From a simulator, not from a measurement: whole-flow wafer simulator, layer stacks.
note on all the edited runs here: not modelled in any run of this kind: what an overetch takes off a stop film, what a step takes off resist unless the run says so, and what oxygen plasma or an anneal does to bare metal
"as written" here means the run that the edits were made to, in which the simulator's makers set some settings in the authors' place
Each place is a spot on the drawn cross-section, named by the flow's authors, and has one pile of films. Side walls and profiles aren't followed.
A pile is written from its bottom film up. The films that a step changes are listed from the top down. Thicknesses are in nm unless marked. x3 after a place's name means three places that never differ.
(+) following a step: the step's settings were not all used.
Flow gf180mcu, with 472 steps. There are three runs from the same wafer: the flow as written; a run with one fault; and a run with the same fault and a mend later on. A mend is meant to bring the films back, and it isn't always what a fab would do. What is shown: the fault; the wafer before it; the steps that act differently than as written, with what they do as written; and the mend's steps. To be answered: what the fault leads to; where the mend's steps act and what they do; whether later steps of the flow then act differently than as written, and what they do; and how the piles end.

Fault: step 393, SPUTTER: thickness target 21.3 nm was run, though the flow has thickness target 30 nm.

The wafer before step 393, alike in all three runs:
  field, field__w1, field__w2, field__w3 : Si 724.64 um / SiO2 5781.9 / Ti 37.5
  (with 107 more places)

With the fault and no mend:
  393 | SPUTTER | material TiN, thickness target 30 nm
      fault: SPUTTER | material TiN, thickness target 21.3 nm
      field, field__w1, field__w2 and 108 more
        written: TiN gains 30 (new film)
        fault: TiN gains 21.3 (new film)
  Steps further on in the flow that do not act as written (not shown: 1 more step that differs only slightly, by at most 2% or 0.5 nm, whichever is larger):
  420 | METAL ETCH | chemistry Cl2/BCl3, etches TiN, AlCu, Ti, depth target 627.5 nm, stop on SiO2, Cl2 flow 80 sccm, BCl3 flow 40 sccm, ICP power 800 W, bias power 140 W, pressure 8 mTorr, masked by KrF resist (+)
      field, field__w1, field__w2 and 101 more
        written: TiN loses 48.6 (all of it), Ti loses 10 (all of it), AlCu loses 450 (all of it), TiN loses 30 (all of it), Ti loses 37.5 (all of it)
        fault: TiN loses 48.6 (all of it), Ti loses 10 (all of it), AlCu loses 450 (all of it), TiN loses 21.3 (all of it), Ti loses 37.5 (all of it)
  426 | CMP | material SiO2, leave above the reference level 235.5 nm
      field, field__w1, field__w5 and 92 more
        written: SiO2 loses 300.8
        fault: SiO2 loses 309.5
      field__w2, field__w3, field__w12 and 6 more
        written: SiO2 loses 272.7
        fault: SiO2 loses 281.8
  At field__w4, field__w8, contact, m1, m1__w1, mim, mim_1p0, m1_nw, the piles at the end differ from the flow's by more than 2% or 0.5 nm, whichever is larger.
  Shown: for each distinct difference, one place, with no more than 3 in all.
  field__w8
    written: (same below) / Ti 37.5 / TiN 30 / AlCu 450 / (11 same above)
    fault: (same below) / Ti 37.5 / TiN 21.3 / AlCu 450 / (11 same above)
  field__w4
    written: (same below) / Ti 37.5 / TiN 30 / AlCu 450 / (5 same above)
    fault: (same below) / Ti 37.5 / TiN 21.3 / AlCu 450 / (5 same above)
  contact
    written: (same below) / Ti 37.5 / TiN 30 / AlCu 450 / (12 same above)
    fault: (same below) / Ti 37.5 / TiN 21.3 / AlCu 450 / (12 same above)

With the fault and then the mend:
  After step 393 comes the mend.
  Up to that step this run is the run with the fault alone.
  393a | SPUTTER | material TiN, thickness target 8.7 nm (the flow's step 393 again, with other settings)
      field, field__w1, field__w2 and 108 more
        TiN gains 8.7
  Every later step of the flow that is run acts as written at every place that is followed.
  At every place that both follow, the piles at the end match the flow's.
